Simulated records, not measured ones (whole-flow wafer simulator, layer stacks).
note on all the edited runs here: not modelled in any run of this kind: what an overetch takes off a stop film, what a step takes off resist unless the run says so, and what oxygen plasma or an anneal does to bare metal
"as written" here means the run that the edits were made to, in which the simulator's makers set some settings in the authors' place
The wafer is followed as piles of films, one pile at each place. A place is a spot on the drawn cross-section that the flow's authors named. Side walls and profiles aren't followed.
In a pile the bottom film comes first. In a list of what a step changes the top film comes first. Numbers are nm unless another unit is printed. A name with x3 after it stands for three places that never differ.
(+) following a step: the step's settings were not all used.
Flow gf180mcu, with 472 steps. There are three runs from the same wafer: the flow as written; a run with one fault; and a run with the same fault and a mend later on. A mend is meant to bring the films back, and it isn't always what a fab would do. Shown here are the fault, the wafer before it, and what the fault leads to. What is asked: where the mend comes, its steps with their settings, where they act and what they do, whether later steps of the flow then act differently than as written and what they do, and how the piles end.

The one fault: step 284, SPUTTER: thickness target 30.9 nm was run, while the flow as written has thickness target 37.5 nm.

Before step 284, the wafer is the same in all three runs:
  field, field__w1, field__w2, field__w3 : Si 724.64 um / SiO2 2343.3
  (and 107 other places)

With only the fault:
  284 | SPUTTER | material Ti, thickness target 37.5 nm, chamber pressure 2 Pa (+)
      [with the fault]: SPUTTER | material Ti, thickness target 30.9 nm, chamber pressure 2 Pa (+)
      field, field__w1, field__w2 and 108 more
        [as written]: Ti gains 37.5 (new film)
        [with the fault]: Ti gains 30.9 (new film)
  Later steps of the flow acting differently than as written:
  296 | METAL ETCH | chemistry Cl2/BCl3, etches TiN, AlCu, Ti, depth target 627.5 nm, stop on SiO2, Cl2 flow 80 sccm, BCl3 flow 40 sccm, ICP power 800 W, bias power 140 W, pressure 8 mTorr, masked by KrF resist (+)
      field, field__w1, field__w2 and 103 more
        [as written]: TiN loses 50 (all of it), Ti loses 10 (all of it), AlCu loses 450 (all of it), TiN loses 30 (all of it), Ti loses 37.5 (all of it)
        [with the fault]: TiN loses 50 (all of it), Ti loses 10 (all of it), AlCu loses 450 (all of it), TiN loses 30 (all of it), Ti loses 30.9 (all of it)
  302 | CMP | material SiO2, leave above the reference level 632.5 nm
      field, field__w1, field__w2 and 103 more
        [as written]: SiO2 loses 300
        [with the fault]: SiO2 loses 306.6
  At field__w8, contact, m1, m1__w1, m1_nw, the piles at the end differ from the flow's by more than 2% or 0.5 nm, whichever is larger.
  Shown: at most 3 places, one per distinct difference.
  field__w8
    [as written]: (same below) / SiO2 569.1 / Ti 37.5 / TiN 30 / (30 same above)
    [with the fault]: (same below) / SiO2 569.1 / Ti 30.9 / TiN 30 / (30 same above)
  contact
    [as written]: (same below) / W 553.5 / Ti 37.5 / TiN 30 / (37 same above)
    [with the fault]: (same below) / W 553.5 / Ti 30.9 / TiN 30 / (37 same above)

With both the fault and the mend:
  After step 284 comes the mend.
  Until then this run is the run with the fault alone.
  284a | SPUTTER | material Ti, thickness target 6.6 nm, chamber pressure 2 Pa (+) (a further turn of the flow's step 284, with different settings)
      field, field__w1, field__w2 and 108 more
        Ti gains 6.6
  None of the later steps of the flow acts differently than as written at any place that is followed.
  The piles end the same as the flow's at every place that both follow.
